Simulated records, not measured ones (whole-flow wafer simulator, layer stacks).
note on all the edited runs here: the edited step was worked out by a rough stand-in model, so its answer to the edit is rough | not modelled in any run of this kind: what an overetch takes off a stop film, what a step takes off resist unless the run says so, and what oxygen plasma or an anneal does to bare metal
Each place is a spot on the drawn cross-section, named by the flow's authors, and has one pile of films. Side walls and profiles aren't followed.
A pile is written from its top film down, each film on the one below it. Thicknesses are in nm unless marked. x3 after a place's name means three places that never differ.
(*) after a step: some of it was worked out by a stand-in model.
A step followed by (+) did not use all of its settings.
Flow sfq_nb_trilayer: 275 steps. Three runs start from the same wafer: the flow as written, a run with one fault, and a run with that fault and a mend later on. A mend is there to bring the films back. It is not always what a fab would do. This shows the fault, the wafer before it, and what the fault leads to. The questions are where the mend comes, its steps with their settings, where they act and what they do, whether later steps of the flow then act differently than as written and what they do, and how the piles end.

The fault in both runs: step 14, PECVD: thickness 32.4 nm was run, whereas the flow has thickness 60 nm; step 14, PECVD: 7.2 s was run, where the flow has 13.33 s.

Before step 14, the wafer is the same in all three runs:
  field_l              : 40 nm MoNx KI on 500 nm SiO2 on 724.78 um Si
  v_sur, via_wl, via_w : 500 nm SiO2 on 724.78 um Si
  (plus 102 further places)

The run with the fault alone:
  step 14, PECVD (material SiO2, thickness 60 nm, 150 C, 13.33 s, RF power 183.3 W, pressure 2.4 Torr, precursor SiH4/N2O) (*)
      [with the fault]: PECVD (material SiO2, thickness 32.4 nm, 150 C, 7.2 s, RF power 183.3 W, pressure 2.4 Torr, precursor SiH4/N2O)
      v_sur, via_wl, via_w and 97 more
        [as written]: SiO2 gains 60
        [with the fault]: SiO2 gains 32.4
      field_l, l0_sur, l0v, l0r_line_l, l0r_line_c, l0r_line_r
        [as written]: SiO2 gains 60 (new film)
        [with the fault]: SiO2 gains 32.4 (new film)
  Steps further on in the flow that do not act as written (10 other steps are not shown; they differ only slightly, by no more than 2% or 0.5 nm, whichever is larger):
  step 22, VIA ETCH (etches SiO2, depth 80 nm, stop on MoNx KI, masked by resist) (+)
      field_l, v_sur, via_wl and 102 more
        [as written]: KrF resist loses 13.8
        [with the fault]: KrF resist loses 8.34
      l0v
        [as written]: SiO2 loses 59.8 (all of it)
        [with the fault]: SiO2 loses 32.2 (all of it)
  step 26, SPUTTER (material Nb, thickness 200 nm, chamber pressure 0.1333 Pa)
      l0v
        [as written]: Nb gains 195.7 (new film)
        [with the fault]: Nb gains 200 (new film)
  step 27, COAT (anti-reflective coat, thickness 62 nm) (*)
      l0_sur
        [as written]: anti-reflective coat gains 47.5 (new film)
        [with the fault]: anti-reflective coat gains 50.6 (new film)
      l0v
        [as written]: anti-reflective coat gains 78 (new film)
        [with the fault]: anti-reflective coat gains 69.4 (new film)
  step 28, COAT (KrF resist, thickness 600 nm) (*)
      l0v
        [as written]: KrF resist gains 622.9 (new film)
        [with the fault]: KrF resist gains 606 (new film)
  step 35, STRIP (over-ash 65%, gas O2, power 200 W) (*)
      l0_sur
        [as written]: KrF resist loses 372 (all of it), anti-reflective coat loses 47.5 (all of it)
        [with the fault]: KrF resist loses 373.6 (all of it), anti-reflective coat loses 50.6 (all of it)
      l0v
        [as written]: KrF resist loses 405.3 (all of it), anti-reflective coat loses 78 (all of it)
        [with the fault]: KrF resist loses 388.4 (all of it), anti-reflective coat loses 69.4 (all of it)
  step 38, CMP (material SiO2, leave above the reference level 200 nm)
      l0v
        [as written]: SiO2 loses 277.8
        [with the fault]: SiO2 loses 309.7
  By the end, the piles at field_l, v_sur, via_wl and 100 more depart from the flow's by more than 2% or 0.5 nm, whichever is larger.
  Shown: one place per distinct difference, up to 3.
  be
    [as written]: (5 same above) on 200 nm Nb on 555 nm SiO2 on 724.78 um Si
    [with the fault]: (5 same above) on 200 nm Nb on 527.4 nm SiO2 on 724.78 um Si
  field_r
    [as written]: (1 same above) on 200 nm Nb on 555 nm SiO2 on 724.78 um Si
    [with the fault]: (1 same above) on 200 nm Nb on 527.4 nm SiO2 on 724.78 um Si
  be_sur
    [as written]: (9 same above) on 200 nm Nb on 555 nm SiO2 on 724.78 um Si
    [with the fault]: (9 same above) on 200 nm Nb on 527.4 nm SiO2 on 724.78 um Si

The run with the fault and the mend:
  The mend follows step 14.
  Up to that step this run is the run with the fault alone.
  step 14a, PECVD (material SiO2, thickness 27.6 nm, 150 C, 6.133 s, RF power 183.3 W, pressure 2.4 Torr, precursor SiH4/N2O) (the flow's step 14, run once more with other settings)
      field_l, v_sur, via_wl and 103 more
        SiO2 gains 27.6
  Later steps of the flow that are run all act as written at every place that is followed, up to a difference of at most 2% or 0.5 nm, whichever is larger.
  By the end, the piles equal the flow's at every place that both follow.
